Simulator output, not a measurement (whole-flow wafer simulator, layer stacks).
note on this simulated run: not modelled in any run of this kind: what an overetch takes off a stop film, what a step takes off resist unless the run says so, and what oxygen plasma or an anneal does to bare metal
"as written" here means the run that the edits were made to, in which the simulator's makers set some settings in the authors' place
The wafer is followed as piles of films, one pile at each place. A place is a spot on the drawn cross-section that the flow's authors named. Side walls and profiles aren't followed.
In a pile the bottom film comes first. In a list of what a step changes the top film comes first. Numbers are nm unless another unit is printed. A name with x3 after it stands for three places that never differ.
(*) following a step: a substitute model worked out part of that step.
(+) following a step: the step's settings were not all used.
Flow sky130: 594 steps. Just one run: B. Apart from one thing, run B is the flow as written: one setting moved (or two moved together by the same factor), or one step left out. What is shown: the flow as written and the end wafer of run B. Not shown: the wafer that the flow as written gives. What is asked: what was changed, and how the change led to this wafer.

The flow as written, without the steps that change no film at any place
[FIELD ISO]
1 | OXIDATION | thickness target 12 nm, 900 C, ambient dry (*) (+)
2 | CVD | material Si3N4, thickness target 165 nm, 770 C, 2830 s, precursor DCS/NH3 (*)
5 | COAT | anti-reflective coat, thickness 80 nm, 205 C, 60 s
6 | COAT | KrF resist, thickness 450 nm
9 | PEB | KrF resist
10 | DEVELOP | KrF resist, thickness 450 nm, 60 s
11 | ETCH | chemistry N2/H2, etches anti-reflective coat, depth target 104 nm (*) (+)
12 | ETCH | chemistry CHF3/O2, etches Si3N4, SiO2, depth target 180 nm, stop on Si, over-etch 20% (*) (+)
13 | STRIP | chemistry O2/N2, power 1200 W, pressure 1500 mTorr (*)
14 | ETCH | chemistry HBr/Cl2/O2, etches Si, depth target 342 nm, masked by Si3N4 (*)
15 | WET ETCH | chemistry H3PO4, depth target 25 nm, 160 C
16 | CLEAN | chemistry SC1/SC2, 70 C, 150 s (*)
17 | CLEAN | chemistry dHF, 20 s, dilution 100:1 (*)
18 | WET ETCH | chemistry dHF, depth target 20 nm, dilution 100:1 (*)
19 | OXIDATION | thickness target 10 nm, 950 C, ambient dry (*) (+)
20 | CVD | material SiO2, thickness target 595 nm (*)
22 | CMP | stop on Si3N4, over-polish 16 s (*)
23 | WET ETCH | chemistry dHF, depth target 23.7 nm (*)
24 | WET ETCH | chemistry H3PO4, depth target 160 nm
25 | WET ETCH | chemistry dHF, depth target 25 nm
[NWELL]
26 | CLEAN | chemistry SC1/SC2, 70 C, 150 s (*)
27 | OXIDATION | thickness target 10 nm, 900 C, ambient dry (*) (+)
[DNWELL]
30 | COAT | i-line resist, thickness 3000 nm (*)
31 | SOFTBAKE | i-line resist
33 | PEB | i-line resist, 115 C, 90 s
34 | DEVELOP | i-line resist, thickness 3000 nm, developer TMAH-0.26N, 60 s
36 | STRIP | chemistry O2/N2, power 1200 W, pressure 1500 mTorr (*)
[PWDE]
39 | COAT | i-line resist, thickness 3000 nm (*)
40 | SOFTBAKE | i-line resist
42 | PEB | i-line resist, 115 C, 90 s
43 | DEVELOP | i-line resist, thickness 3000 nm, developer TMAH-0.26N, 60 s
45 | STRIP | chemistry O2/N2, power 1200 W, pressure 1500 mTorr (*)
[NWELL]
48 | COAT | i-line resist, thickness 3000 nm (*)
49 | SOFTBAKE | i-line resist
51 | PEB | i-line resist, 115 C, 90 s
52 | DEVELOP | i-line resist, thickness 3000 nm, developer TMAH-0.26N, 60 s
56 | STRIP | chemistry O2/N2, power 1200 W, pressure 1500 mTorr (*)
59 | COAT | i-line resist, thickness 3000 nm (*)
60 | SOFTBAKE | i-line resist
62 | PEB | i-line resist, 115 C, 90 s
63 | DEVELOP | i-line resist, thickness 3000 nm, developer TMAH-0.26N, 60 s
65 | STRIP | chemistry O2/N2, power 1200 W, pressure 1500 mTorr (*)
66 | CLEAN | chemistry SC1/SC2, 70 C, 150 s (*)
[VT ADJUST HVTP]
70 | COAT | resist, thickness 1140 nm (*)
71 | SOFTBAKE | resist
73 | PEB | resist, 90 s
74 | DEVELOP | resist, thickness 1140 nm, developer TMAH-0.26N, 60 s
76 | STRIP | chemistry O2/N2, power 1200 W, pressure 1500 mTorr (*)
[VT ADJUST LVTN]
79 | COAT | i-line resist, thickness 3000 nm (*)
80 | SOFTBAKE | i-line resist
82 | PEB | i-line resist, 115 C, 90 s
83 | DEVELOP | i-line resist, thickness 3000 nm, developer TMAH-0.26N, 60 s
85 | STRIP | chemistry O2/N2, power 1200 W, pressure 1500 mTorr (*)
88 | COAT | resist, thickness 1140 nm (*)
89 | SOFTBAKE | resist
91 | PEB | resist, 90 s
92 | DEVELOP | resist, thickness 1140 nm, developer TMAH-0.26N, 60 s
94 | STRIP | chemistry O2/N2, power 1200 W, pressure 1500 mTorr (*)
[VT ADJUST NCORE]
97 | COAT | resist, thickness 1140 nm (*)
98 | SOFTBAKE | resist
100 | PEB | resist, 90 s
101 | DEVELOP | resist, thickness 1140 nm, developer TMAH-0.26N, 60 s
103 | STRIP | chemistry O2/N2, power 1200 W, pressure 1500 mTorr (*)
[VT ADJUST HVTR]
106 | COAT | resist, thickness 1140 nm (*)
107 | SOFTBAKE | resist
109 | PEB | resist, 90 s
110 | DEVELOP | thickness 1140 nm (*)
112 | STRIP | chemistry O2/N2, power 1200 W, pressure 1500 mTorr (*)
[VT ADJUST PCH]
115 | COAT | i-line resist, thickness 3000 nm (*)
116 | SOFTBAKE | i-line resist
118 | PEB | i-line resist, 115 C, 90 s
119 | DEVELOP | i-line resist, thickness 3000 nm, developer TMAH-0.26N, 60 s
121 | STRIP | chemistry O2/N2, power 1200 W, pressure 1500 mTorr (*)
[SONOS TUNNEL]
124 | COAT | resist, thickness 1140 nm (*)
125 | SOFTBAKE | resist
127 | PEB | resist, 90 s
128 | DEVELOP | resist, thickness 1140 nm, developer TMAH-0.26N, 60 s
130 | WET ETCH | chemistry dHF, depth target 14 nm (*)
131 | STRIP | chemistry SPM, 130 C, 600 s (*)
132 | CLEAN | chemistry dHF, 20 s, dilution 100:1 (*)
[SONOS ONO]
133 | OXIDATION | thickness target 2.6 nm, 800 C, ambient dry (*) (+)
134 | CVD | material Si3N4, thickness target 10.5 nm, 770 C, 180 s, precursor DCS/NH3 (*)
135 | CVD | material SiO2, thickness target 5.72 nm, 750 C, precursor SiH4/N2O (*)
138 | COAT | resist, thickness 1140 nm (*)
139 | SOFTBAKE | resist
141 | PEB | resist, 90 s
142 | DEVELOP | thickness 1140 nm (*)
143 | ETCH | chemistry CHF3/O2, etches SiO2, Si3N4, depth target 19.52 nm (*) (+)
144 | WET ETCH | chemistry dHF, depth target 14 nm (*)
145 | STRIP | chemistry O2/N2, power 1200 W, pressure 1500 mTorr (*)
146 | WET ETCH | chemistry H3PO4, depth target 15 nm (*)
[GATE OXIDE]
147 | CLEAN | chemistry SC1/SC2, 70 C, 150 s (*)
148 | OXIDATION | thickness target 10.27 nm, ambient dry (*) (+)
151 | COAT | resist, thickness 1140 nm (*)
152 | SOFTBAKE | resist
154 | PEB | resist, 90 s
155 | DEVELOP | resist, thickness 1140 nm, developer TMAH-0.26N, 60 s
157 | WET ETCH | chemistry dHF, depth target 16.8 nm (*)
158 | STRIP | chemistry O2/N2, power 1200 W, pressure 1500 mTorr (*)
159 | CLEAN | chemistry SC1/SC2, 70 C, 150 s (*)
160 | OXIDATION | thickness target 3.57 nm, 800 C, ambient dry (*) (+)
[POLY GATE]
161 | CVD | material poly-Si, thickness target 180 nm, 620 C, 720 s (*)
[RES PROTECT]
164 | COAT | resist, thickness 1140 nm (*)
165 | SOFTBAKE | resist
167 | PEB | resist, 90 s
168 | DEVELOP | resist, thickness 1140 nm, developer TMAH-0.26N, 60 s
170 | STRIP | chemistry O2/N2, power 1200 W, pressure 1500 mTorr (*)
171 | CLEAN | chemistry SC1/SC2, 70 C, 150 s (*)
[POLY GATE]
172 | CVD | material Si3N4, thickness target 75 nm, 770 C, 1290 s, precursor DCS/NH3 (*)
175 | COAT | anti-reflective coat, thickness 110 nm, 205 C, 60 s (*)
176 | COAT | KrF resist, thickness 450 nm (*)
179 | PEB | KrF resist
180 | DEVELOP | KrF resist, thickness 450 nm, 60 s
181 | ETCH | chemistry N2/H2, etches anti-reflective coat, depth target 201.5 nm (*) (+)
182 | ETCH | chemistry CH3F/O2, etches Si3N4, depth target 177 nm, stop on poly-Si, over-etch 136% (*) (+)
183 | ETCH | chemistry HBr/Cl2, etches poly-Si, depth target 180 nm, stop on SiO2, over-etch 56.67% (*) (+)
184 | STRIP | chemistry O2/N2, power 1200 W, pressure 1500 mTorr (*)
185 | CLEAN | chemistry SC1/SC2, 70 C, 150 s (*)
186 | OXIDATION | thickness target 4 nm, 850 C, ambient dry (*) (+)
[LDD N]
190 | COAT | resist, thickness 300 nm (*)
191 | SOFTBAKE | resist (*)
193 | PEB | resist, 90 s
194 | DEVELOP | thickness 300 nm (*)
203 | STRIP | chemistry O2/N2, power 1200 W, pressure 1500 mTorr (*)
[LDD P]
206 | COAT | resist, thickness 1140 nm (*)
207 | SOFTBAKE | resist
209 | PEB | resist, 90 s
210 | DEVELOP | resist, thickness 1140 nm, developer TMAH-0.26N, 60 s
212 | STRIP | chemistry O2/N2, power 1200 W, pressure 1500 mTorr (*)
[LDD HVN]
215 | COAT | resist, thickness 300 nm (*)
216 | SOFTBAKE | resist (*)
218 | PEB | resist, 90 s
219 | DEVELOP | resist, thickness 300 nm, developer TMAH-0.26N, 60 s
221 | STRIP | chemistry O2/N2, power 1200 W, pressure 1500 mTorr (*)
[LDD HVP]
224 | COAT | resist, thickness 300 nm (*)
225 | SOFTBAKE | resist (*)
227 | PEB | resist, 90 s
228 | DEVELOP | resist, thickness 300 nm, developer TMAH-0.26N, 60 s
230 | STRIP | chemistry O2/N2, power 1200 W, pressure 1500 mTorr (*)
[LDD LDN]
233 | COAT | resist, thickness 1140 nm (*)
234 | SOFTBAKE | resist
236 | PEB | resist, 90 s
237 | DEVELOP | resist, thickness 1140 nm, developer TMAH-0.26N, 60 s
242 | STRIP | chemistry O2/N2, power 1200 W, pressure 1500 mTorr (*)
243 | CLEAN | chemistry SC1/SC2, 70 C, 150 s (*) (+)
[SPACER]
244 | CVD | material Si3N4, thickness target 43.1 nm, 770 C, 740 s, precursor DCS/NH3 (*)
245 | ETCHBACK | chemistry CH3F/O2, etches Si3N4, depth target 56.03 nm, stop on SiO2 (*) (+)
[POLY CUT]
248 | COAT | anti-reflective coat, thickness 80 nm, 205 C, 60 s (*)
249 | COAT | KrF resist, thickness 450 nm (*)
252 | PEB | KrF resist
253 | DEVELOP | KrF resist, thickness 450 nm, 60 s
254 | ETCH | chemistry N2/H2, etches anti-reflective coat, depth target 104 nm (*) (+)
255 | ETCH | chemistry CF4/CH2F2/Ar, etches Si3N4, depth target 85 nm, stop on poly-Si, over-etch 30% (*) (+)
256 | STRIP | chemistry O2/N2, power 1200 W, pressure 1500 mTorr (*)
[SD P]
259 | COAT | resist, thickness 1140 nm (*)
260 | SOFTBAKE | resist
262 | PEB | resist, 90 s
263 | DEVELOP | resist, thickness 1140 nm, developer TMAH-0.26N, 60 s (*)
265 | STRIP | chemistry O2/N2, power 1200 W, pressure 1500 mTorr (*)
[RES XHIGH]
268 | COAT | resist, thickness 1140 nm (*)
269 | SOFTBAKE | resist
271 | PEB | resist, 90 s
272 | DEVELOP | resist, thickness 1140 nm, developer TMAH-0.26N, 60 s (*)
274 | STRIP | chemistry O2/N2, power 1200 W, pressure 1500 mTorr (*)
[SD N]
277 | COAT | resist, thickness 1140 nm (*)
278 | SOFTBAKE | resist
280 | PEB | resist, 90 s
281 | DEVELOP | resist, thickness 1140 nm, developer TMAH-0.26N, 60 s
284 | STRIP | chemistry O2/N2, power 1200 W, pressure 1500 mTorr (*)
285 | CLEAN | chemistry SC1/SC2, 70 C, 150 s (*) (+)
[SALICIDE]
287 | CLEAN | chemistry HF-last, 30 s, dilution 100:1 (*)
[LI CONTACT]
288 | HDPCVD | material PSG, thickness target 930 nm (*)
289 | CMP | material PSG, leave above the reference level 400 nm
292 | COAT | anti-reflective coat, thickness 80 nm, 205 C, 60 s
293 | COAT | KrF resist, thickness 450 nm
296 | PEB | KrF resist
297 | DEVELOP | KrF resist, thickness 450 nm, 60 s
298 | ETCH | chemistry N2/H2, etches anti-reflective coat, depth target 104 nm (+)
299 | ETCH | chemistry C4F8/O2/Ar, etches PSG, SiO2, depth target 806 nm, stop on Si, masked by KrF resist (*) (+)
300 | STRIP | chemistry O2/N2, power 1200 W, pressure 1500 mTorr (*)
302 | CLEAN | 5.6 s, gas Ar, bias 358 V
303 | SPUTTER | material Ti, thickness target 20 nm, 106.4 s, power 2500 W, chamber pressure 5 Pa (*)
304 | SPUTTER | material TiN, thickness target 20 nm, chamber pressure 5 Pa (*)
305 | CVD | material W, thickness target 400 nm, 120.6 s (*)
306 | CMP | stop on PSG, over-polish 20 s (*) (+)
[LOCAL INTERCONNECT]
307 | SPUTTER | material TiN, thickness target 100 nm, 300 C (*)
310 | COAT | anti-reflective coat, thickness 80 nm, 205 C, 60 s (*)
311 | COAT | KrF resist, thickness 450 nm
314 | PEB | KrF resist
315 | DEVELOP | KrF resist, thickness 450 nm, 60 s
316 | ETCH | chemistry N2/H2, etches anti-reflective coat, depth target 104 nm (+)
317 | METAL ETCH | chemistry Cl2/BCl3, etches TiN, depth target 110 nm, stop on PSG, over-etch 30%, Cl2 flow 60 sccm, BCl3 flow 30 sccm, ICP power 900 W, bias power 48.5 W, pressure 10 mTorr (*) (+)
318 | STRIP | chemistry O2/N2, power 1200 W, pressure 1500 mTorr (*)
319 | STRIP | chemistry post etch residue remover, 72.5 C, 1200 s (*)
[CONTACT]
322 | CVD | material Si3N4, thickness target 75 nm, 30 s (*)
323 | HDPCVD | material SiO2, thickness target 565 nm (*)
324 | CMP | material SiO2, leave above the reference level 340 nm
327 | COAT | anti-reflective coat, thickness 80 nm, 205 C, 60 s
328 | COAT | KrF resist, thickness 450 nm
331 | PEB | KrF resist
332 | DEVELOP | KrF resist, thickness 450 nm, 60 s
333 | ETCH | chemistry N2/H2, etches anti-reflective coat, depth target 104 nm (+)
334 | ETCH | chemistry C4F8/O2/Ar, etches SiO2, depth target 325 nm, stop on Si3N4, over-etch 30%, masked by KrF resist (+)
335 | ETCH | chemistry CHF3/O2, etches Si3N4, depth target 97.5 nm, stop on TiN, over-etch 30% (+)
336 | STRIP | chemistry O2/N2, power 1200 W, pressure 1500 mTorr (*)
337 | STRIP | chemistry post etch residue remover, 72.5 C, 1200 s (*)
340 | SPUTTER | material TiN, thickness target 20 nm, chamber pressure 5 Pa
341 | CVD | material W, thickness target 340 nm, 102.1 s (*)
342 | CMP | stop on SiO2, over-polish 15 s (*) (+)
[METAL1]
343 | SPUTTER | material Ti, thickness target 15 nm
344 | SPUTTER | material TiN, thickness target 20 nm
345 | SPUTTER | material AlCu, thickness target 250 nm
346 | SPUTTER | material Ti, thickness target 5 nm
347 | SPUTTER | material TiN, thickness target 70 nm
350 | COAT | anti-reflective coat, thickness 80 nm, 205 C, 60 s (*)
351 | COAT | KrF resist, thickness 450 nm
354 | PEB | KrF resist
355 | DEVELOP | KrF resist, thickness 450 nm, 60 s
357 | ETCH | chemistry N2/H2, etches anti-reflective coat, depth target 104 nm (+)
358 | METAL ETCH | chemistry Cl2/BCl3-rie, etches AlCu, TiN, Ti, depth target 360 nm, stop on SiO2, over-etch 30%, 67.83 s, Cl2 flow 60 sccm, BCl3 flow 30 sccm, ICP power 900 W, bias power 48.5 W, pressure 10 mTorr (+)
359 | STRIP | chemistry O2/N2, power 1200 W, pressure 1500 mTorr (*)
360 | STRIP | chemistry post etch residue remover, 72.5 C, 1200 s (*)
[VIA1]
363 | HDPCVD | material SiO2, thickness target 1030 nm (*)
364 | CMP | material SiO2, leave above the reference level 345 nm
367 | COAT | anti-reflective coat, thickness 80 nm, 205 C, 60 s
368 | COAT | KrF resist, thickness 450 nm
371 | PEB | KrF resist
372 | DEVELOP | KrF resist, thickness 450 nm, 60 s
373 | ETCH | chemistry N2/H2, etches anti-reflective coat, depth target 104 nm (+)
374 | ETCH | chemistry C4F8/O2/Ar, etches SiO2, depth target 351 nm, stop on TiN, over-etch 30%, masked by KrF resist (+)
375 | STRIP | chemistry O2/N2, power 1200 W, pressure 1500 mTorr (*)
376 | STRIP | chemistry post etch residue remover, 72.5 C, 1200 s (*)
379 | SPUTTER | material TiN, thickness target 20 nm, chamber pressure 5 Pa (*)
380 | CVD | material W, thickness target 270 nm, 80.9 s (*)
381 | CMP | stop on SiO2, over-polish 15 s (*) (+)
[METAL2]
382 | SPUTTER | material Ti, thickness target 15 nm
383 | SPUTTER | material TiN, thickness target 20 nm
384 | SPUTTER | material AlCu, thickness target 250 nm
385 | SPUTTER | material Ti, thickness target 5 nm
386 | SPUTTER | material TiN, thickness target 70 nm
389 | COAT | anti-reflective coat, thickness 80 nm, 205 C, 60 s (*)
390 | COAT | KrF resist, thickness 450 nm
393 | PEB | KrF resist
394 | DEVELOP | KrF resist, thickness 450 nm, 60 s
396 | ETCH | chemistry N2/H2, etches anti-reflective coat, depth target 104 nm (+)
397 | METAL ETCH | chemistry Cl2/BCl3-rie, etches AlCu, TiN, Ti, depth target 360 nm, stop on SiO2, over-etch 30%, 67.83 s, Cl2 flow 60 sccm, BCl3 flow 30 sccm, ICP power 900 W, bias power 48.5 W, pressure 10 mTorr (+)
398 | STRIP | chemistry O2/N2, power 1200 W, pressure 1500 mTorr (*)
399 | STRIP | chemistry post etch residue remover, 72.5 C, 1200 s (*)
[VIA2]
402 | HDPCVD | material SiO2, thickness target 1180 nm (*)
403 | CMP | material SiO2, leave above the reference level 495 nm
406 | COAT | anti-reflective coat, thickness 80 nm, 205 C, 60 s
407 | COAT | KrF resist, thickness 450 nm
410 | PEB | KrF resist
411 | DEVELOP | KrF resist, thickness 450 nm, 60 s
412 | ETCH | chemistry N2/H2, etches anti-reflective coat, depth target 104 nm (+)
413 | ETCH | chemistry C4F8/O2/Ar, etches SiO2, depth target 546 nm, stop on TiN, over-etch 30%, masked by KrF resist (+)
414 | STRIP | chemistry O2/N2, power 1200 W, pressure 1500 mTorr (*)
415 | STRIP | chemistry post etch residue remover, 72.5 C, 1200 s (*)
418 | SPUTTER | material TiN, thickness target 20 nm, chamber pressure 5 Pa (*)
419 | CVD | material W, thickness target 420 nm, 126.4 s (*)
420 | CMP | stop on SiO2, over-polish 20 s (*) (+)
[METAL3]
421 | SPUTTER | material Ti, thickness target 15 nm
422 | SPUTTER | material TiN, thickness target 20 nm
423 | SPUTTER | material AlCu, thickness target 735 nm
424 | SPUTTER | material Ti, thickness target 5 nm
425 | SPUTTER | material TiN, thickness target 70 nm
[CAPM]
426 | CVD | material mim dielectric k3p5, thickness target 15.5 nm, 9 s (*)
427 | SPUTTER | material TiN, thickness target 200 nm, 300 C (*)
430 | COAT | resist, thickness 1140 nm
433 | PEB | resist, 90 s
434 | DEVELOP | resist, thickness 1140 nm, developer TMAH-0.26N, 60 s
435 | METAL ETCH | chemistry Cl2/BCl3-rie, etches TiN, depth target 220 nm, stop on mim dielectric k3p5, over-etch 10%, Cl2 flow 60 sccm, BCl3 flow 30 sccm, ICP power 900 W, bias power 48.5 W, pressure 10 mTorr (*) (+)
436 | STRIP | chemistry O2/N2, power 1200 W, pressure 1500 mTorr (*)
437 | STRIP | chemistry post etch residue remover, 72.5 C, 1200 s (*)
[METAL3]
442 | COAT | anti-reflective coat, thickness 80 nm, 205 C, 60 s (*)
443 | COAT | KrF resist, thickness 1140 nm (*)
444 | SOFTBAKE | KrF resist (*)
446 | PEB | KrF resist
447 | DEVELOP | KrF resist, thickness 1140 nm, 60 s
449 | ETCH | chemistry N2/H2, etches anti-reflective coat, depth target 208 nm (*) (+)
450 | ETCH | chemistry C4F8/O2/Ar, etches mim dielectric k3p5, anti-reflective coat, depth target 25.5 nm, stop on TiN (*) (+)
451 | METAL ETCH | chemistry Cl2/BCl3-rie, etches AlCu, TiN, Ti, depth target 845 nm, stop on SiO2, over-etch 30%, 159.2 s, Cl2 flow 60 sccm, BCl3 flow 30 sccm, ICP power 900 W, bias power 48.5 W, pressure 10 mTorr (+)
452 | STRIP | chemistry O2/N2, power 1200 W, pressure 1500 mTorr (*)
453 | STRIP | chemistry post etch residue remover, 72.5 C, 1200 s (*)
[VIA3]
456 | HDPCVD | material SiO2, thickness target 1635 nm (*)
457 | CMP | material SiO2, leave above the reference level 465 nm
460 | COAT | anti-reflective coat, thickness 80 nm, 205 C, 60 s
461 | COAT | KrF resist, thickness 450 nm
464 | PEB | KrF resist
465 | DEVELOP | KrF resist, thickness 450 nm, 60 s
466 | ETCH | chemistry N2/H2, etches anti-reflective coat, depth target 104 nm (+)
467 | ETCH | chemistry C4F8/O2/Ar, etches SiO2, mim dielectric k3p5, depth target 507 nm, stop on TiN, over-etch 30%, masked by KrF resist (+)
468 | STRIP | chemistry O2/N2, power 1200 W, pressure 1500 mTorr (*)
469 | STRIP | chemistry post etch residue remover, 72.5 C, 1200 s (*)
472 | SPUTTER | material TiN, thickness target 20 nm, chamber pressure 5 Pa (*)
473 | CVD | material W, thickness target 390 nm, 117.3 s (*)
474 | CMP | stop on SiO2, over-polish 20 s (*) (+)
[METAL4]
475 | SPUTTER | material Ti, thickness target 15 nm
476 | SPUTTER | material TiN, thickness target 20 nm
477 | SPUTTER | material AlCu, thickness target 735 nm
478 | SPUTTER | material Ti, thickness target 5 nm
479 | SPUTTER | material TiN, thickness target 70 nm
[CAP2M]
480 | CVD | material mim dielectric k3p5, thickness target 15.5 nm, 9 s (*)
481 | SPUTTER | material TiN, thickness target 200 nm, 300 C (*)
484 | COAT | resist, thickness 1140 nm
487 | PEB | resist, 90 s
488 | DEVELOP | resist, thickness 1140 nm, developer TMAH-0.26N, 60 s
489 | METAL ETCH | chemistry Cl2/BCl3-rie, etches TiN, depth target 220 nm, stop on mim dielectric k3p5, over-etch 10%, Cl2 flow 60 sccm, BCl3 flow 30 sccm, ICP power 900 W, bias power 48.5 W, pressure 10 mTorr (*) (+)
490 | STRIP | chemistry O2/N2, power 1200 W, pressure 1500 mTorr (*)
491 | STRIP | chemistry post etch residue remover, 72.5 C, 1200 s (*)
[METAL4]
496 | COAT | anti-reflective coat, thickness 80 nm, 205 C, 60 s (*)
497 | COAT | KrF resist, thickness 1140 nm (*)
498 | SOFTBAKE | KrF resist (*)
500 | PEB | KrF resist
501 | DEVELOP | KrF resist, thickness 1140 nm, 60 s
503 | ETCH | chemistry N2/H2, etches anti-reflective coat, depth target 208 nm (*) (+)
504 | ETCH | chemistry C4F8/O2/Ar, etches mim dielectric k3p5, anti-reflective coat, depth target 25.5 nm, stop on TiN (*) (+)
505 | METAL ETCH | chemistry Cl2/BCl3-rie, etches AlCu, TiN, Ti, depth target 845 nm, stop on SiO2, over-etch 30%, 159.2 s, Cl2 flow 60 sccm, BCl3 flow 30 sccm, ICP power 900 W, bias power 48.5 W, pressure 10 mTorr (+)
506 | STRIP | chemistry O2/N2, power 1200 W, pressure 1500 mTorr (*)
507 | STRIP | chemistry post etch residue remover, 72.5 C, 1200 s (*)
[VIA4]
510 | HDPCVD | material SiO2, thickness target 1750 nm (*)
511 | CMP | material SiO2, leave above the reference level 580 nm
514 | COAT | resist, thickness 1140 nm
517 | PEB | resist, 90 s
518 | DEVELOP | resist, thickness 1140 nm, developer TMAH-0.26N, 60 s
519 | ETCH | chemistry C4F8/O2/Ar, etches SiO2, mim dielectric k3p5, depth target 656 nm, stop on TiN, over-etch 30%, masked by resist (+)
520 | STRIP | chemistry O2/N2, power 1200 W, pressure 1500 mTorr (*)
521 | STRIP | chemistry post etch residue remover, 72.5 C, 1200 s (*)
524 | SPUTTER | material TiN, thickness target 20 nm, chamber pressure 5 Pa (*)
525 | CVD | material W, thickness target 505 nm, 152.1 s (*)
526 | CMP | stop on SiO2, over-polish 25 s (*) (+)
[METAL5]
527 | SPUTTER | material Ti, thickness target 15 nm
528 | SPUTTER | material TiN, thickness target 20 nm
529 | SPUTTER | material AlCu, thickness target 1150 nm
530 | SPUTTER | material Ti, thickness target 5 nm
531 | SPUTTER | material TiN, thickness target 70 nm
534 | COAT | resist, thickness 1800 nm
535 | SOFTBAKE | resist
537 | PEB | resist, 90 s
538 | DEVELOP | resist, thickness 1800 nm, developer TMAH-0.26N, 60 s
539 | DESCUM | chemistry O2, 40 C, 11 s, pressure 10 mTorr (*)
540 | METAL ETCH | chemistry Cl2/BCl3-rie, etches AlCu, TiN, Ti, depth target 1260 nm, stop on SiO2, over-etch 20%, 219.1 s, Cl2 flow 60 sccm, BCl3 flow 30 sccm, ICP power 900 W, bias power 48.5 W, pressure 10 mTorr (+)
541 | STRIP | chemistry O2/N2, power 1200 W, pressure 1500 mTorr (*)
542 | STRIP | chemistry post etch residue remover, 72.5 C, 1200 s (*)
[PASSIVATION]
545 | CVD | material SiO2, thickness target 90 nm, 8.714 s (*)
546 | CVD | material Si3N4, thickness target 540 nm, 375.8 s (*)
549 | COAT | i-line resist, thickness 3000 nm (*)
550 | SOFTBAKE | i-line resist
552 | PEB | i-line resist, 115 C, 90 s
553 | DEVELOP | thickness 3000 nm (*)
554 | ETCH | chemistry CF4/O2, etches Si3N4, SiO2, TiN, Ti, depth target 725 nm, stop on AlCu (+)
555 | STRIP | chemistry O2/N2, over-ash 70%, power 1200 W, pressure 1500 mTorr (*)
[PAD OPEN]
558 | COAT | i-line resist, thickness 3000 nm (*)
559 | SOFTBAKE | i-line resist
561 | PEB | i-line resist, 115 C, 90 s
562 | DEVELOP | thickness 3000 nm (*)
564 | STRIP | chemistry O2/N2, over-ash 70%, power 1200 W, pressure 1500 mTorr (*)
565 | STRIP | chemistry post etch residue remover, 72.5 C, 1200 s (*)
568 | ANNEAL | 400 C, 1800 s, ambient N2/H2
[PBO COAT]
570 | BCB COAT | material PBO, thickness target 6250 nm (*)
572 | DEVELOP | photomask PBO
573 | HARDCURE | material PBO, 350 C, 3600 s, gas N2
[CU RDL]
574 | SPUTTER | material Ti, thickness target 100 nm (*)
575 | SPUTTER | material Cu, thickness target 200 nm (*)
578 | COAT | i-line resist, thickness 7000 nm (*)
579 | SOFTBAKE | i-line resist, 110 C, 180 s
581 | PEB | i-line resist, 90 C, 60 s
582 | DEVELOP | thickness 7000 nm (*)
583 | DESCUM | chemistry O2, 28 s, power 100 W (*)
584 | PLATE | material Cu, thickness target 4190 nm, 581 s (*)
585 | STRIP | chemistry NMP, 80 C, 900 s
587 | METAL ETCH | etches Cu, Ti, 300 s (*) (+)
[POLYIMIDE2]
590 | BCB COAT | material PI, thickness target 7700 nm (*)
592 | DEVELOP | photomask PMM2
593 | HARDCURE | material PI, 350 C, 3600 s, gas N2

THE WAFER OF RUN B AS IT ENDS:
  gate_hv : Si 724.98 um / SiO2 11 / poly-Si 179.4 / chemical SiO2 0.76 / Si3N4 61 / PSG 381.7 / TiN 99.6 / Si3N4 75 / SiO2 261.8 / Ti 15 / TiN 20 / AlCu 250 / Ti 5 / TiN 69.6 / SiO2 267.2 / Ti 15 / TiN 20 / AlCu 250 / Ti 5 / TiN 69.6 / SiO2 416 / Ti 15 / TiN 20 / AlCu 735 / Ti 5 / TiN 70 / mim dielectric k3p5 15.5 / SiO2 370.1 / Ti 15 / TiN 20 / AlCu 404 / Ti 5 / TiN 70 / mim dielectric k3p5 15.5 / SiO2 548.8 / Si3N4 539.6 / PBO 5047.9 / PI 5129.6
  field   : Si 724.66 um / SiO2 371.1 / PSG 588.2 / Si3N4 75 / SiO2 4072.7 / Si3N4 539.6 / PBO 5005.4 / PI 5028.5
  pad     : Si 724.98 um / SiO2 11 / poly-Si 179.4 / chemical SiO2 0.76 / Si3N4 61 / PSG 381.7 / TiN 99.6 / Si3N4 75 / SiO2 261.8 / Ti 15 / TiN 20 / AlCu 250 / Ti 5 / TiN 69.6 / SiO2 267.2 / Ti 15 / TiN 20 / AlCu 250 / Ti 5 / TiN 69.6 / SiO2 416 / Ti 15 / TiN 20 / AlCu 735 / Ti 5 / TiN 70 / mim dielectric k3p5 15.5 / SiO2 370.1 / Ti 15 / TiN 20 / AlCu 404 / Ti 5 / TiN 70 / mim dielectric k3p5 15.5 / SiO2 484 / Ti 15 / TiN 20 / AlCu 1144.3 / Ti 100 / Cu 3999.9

The reason: step 477, SPUTTER: thickness target 404 nm was run, though the flow has thickness target 735 nm.
One can read it off the wafer: gate_hv has AlCu 404, and step 477 as written asks for 735 nm.

Step by step, how the change led to this:
  477 | SPUTTER | material AlCu, thickness target 735 nm
      field, active, n_well and 189 more: AlCu gains 404 (new film) (as written it would have been: AlCu gains 735 (new film))
  505 | METAL ETCH | chemistry Cl2/BCl3-rie, etches AlCu, TiN, Ti, depth target 845 nm, stop on SiO2, over-etch 30%, 159.2 s, Cl2 flow 60 sccm, BCl3 flow 30 sccm, ICP power 900 W, bias power 48.5 W, pressure 10 mTorr (+)
      field, active, gate and 63 more: TiN loses 70 (all of it), Ti loses 5 (all of it), AlCu loses 404 (all of it), TiN loses 20 (all of it), Ti loses 15 (all of it), SiO2 loses 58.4 (as written it would have been: TiN loses 70 (all of it), Ti loses 5 (all of it), AlCu loses 735 (all of it), TiN loses 20 (all of it), Ti loses 15 (all of it), SiO2 loses 25.4)
      vpp_iso1, m1_ln, poly_licon and 8 more: TiN loses 70 (all of it), Ti loses 5 (all of it), AlCu loses 404 (all of it), TiN loses 20 (all of it), Ti loses 15 (all of it), SiO2 loses 58.4 (as written it would have been: TiN loses 70 (all of it), Ti loses 5 (all of it), AlCu loses 735 (all of it), TiN loses 20 (all of it), Ti loses 15 (all of it), SiO2 loses 25.3)
      (also at 11 further places)
  511 | CMP | material SiO2, leave above the reference level 580 nm
      field, active, gate and 66 more: SiO2 loses 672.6 (as written it would have been: SiO2 loses 374.7)
      vpp_ln, vpp_iso2, mim_edge_plate and 7 more: SiO2 loses 672.5 (as written it would have been: SiO2 loses 374.7)
      (also at 9 further places)
